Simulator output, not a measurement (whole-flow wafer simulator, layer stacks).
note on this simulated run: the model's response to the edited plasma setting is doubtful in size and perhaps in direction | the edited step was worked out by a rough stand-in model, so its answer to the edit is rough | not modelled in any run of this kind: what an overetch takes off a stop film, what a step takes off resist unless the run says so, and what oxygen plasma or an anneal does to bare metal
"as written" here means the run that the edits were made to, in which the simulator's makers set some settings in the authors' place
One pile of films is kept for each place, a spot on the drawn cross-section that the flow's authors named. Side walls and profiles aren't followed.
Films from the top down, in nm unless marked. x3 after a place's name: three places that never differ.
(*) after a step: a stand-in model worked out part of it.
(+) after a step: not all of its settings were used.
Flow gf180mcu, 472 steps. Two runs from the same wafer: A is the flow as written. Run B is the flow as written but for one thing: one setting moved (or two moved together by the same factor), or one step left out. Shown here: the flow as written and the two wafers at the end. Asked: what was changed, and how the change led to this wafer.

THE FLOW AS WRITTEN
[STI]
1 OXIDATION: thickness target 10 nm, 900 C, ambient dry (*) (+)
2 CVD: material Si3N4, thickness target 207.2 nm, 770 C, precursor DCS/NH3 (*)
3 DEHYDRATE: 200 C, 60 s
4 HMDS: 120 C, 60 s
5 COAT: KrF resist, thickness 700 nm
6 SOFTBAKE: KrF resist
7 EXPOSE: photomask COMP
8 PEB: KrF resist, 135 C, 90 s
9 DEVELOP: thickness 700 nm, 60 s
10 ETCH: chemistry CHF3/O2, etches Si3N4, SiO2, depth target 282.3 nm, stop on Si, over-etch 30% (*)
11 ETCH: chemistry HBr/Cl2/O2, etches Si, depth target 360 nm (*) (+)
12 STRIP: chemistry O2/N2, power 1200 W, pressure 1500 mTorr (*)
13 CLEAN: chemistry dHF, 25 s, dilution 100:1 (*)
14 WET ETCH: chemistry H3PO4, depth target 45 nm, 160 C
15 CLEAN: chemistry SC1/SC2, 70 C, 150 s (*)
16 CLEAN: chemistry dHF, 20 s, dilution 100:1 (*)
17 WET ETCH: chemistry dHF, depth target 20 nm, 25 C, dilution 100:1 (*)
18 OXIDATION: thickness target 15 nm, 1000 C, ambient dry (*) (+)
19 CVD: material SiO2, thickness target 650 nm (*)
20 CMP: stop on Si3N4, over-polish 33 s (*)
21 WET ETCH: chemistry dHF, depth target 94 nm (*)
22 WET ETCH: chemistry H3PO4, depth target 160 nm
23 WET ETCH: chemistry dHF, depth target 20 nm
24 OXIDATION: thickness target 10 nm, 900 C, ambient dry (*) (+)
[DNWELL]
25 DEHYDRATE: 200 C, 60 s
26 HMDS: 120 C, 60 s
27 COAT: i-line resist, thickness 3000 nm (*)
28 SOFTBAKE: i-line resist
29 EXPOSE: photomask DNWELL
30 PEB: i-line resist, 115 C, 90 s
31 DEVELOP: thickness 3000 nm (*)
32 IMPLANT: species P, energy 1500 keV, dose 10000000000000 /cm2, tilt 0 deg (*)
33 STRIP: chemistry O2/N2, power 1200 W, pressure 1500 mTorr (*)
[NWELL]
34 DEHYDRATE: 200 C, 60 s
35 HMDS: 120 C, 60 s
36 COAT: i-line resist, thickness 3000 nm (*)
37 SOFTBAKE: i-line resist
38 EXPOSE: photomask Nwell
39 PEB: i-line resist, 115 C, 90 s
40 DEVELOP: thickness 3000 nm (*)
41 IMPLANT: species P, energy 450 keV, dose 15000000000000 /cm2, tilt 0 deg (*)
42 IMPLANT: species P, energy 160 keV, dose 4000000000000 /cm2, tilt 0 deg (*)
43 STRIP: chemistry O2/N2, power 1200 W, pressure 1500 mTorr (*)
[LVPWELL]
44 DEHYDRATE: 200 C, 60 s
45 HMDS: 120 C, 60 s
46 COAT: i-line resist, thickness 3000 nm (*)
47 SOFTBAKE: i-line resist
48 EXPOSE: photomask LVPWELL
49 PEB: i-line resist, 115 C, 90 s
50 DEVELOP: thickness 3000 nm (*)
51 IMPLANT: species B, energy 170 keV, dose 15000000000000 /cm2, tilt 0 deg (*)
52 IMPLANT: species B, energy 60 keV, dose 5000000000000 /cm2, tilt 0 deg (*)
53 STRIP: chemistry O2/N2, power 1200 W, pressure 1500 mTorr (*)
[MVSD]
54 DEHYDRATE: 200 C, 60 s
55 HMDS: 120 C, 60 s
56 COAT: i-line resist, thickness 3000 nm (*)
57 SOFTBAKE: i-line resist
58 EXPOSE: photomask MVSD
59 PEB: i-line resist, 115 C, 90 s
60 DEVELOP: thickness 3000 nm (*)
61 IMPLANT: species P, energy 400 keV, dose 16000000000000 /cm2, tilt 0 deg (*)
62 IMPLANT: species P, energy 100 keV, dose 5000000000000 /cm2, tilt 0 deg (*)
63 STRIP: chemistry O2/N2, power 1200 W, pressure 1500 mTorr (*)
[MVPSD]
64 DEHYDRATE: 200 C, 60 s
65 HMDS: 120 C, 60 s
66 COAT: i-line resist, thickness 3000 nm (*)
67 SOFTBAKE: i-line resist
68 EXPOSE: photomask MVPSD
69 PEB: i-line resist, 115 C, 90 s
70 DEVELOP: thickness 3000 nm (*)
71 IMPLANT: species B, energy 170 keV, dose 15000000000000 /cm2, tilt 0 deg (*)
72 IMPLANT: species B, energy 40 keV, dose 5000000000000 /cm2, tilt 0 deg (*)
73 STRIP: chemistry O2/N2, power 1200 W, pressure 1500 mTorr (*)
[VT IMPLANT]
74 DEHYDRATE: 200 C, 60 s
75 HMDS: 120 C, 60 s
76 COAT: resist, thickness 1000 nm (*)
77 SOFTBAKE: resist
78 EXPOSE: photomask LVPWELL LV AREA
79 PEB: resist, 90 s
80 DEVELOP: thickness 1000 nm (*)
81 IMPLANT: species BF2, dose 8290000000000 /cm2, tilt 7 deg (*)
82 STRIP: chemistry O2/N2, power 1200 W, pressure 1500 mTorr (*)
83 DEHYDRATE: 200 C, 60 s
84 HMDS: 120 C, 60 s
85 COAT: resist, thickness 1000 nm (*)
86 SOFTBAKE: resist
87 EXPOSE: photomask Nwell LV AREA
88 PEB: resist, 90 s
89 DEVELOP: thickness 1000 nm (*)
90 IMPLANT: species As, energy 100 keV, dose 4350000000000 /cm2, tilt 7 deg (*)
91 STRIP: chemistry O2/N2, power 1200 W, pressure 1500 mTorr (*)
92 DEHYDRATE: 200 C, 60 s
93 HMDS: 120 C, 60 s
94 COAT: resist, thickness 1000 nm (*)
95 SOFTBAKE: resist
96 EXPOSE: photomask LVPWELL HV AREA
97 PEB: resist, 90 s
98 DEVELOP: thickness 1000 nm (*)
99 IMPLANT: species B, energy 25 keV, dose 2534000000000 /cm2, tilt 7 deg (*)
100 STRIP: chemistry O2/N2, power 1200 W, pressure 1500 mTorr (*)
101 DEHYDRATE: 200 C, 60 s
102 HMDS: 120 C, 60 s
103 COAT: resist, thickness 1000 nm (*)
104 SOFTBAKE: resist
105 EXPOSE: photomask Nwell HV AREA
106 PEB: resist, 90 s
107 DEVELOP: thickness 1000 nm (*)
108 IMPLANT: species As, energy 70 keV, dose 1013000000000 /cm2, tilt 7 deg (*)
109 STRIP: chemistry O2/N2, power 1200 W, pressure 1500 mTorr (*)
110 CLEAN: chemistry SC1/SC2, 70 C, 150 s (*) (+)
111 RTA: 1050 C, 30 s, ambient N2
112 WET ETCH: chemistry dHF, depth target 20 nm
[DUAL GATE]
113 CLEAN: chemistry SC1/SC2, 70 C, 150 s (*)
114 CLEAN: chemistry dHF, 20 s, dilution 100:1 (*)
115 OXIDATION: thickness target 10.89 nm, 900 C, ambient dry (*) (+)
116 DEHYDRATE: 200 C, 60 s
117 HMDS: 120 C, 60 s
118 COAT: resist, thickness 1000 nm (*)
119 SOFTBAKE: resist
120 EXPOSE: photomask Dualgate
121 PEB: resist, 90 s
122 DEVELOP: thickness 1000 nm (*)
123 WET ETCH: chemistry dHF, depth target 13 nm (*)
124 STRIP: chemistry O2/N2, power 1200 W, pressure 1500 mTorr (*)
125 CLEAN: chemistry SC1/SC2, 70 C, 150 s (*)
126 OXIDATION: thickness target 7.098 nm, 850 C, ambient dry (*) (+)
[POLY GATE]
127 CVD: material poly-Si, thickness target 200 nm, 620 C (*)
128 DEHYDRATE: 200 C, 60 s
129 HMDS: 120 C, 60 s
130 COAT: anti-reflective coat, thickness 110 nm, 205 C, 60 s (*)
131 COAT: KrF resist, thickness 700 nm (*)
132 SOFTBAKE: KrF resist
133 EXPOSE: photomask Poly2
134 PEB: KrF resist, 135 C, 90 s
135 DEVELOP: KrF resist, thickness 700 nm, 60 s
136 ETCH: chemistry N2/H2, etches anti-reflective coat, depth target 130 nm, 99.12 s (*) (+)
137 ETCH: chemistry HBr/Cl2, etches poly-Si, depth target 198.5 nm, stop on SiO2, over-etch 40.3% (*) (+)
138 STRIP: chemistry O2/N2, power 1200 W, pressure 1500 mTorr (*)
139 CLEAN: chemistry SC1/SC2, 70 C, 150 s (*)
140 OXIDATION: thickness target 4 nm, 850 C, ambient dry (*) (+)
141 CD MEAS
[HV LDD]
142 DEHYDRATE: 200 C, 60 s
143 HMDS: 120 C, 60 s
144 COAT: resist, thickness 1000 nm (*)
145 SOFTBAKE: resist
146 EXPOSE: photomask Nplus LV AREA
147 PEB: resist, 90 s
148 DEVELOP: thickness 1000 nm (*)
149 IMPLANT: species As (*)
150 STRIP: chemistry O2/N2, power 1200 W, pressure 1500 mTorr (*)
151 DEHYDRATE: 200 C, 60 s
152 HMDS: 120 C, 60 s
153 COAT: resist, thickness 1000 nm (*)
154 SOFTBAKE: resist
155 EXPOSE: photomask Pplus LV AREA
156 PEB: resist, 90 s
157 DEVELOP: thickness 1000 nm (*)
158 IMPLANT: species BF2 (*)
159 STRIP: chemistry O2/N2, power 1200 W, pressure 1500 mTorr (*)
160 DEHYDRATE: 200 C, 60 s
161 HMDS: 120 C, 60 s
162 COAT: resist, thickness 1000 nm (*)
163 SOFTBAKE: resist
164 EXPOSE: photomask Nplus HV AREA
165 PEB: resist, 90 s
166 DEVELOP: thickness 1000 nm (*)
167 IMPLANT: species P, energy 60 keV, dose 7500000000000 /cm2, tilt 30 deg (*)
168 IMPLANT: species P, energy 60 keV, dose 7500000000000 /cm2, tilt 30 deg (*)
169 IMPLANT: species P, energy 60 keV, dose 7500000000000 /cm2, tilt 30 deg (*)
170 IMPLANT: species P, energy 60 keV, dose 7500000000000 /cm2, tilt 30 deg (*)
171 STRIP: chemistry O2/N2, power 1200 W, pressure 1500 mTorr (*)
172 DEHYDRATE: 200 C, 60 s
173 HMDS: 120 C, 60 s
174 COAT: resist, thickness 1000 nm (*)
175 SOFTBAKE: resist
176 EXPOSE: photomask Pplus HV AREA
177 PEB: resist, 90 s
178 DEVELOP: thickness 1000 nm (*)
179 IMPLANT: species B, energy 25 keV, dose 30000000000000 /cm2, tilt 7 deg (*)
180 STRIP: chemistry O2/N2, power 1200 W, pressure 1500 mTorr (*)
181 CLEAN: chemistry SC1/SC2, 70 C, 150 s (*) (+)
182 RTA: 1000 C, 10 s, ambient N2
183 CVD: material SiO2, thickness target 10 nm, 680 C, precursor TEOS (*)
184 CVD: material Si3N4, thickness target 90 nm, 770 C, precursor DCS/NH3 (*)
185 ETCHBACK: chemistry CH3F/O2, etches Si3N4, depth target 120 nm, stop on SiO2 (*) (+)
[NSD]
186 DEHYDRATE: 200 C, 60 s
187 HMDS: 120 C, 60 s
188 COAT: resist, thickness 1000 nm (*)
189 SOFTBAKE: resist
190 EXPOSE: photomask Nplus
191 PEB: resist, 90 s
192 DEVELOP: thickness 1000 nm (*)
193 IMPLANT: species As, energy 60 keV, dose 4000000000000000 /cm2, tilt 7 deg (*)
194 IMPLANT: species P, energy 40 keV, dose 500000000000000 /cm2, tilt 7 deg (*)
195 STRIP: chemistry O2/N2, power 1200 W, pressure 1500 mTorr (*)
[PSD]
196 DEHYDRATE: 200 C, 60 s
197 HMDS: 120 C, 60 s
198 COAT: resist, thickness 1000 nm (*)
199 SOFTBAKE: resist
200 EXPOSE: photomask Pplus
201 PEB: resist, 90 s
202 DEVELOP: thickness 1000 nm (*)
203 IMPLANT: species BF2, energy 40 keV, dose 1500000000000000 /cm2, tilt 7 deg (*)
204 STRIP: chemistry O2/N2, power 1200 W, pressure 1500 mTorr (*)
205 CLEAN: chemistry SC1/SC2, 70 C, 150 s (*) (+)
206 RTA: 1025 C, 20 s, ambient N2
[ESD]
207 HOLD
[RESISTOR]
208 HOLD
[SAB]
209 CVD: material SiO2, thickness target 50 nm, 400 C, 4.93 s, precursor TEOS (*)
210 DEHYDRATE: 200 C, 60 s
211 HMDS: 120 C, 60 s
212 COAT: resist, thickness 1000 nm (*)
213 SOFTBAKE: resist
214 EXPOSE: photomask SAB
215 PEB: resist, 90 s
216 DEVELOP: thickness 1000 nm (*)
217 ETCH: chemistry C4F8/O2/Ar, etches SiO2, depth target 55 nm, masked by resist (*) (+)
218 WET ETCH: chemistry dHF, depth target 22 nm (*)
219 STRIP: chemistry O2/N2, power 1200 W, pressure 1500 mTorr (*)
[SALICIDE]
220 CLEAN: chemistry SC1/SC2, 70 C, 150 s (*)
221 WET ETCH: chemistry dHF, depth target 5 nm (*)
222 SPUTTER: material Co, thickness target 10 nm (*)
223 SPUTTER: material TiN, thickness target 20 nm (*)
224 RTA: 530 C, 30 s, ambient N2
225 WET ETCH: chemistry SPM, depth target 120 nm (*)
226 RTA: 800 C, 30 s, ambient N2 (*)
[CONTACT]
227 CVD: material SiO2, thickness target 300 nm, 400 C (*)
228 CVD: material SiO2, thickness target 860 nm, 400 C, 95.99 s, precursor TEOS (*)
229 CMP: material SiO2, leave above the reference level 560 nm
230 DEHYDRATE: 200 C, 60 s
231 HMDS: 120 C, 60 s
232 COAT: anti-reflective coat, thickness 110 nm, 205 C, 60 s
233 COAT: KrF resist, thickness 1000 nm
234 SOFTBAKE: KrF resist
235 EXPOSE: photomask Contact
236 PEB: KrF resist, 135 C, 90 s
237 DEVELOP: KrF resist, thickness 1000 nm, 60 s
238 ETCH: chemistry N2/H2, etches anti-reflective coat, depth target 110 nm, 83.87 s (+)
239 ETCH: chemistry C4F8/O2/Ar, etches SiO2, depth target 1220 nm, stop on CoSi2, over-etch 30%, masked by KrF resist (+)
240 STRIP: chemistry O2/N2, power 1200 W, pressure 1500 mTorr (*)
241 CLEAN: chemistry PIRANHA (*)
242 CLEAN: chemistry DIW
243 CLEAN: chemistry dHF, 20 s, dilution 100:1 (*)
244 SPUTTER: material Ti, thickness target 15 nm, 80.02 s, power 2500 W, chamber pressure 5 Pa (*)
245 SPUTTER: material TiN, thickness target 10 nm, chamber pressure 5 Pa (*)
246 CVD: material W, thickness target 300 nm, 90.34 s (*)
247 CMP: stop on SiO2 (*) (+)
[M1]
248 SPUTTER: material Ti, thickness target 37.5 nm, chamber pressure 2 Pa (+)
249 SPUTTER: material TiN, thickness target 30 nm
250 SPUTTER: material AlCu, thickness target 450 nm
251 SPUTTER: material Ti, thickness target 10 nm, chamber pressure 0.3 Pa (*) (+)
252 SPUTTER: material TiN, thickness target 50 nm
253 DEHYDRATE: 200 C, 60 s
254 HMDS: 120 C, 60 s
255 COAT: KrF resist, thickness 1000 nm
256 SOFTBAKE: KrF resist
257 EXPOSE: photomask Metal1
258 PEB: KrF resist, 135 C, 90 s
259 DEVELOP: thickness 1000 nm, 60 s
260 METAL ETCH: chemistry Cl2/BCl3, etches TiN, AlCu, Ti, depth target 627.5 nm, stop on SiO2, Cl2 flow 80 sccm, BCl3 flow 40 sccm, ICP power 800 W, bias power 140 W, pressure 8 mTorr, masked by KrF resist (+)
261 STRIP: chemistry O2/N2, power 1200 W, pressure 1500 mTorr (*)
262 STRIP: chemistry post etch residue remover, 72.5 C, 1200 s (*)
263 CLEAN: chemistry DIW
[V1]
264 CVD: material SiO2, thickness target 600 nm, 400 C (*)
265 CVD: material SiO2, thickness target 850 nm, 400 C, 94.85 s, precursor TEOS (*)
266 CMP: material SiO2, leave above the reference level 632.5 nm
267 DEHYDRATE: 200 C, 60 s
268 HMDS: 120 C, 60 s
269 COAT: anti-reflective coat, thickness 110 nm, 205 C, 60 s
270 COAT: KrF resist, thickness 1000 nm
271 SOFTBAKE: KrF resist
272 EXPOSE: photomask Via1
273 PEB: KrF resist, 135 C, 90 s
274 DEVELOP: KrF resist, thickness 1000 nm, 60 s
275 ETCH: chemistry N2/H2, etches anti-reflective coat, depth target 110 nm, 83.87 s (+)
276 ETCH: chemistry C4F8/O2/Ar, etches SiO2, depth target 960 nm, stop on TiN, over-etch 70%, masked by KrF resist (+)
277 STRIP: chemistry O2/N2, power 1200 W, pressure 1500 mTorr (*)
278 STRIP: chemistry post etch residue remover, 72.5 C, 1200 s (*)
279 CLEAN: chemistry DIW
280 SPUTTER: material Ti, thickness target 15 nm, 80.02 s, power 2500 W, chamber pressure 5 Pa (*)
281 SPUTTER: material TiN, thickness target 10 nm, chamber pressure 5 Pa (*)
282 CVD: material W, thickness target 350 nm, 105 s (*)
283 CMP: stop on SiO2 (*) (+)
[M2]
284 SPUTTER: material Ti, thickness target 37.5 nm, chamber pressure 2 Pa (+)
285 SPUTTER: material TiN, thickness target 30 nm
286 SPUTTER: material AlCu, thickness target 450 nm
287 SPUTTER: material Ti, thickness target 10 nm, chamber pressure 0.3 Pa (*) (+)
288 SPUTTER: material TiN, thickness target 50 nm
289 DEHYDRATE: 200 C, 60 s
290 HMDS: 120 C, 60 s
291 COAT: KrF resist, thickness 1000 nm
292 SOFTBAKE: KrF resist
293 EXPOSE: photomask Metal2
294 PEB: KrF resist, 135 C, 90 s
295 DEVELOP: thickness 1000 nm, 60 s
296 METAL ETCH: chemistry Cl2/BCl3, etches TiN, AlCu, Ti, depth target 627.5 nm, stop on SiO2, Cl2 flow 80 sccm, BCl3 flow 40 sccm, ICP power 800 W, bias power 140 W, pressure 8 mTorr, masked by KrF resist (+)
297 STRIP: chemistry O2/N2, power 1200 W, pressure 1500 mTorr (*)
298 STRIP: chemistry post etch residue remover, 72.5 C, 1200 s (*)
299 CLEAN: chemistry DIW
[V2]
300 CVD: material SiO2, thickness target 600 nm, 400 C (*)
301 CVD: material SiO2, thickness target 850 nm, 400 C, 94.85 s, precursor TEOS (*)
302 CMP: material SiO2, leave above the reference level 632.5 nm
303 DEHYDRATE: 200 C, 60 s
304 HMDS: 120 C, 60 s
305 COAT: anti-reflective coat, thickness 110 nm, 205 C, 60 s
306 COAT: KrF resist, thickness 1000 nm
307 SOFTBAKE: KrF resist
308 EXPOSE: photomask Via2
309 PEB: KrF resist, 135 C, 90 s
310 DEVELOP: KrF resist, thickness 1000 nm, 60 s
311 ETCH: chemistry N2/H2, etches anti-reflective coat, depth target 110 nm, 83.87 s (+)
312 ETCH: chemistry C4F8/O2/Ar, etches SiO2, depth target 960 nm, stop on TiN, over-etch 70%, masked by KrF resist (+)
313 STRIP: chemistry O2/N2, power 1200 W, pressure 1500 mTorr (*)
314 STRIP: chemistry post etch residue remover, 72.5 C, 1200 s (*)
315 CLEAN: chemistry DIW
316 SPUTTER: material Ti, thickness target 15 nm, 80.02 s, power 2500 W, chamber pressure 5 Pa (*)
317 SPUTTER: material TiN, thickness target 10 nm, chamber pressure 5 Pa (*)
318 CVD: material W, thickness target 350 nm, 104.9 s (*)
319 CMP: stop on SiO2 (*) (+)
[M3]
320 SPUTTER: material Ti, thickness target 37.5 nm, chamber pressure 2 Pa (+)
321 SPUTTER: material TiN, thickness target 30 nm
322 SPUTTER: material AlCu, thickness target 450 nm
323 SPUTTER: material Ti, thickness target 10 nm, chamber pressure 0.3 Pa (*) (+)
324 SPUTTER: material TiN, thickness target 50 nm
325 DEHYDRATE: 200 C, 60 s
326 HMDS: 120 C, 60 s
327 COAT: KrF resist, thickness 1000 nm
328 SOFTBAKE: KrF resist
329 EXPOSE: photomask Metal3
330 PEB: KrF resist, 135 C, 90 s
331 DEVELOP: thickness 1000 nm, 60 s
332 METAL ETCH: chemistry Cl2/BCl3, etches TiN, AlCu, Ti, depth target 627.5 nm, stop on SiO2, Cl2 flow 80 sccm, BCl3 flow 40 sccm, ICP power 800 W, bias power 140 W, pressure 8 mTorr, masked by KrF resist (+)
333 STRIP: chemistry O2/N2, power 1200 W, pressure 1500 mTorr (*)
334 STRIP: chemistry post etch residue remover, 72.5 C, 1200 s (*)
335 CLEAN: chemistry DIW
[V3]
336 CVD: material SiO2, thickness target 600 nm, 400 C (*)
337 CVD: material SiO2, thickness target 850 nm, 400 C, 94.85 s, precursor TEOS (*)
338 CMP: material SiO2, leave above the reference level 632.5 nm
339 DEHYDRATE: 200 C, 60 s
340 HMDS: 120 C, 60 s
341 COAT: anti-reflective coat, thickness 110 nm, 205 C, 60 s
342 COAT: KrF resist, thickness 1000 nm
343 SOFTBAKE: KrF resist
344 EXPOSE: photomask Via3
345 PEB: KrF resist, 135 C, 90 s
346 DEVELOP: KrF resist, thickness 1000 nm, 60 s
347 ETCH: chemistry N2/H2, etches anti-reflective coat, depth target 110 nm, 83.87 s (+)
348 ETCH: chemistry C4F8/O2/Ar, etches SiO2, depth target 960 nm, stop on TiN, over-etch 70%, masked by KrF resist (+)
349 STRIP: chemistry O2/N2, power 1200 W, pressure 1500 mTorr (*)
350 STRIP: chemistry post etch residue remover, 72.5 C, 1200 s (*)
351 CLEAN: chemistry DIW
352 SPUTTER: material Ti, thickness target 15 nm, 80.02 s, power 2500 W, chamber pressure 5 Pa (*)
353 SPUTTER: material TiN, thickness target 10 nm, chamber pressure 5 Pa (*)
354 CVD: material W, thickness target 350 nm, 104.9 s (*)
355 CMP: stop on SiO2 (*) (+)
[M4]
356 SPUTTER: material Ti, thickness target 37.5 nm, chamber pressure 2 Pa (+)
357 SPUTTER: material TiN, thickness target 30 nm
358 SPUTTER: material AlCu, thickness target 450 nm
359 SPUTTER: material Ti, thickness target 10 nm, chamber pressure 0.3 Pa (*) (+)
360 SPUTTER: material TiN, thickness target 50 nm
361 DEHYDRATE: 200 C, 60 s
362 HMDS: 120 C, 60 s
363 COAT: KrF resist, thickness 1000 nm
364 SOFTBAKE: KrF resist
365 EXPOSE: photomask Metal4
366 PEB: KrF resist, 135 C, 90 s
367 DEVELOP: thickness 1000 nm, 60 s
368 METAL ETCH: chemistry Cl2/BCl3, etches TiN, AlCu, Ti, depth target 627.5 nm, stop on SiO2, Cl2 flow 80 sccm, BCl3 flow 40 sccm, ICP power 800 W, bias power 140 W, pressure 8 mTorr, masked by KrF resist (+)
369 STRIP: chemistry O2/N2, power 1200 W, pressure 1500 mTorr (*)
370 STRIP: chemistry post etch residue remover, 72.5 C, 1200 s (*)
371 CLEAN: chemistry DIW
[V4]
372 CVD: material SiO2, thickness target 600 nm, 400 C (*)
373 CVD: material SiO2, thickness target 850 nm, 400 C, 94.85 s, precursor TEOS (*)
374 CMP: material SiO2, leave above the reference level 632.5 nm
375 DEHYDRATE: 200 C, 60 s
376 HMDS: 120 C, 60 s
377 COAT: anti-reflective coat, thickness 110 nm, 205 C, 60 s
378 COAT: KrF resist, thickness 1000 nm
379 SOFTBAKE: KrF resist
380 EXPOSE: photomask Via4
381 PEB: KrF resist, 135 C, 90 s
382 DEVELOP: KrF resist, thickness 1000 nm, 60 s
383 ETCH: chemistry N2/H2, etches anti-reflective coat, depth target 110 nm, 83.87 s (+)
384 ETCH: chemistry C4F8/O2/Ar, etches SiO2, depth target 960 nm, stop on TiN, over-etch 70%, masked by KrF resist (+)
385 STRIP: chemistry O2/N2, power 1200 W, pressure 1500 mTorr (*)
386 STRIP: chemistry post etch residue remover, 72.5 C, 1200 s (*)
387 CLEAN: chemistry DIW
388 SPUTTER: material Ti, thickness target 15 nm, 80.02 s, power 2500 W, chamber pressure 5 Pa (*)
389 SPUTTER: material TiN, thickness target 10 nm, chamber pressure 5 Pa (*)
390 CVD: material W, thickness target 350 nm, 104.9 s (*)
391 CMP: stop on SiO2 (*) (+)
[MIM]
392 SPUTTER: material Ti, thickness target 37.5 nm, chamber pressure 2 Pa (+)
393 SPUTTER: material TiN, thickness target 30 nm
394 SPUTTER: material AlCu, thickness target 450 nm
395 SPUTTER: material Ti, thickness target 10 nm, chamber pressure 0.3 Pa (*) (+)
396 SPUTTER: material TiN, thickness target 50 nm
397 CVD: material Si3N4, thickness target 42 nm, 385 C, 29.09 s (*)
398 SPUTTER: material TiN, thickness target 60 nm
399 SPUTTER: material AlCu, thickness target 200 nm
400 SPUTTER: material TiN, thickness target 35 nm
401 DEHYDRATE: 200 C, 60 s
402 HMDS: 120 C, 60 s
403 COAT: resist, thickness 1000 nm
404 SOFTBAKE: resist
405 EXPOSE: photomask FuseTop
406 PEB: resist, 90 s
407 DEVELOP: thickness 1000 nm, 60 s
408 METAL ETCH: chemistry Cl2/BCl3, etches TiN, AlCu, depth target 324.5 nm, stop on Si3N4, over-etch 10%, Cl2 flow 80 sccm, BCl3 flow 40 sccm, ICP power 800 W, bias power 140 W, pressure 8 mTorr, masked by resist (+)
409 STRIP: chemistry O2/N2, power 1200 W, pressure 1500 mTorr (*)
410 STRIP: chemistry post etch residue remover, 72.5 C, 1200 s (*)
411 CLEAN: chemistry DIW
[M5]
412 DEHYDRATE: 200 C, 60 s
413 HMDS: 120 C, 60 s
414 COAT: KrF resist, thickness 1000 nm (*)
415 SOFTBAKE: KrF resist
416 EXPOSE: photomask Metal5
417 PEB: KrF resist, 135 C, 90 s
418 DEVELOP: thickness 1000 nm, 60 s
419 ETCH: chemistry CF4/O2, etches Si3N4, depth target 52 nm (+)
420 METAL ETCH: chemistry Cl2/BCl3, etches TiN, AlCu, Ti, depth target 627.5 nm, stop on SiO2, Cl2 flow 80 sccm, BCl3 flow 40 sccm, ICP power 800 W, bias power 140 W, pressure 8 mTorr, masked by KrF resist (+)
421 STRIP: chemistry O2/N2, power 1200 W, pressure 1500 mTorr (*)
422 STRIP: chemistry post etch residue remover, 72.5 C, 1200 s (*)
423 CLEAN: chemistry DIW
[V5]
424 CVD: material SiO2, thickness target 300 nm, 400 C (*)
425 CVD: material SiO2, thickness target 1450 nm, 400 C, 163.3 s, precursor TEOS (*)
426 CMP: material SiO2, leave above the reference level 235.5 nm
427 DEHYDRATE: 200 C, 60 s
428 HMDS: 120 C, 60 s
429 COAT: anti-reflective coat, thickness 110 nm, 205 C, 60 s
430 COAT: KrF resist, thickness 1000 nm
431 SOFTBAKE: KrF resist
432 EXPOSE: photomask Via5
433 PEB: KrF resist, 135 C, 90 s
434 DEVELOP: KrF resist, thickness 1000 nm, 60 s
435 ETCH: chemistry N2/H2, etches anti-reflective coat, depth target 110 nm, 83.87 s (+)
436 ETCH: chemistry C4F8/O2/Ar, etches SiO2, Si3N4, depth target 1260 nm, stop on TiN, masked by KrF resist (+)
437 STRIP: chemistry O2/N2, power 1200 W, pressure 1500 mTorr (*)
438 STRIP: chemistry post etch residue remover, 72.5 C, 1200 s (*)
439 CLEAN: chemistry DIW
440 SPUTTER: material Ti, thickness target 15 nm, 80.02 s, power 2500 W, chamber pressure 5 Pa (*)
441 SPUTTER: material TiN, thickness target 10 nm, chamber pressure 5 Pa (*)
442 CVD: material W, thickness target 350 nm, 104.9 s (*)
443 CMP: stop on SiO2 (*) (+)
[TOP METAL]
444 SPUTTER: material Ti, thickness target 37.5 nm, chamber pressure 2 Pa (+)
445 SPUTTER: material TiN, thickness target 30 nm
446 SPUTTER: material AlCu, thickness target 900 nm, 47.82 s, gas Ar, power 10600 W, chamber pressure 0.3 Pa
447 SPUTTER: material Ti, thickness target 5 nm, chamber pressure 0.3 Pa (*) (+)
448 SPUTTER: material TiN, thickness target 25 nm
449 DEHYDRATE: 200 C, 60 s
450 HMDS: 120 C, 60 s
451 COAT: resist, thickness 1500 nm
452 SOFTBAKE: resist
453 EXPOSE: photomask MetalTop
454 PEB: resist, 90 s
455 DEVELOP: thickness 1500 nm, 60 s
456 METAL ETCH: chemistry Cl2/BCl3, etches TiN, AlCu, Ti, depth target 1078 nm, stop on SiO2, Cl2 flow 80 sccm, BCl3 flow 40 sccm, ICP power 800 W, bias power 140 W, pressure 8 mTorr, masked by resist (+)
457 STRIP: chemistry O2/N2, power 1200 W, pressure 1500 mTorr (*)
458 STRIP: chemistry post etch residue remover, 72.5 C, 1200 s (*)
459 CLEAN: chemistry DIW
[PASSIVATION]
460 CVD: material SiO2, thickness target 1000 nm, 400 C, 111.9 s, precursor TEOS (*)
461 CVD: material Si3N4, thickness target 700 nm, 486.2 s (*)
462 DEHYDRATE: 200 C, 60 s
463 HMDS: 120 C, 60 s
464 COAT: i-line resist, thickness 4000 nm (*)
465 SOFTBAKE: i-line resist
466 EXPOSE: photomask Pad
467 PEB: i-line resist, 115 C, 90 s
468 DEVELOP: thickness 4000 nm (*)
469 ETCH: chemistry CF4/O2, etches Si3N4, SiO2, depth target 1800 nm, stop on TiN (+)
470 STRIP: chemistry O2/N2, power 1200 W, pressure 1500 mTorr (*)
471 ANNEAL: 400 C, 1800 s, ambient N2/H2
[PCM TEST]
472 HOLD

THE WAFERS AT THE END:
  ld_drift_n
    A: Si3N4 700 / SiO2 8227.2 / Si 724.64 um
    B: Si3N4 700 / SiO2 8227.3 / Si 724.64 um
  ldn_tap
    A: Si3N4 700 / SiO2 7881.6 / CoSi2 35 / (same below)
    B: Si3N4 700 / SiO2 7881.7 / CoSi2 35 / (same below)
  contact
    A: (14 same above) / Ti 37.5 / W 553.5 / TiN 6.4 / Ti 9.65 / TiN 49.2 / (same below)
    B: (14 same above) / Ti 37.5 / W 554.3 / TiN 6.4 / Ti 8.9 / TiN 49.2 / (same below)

The cause: step 388, SPUTTER: power 1619 W was run, where the flow has power 2500 W; step 388, SPUTTER: chamber pressure 3.24 Pa was run, where the flow has chamber pressure 5 Pa.

How the change led to this, step by step:
  388 SPUTTER: material Ti, thickness target 15 nm, 80.02 s, power 2500 W, chamber pressure 5 Pa (*)
      contact: A Ti +9.65 (new film) | B Ti +8.9 (new film)
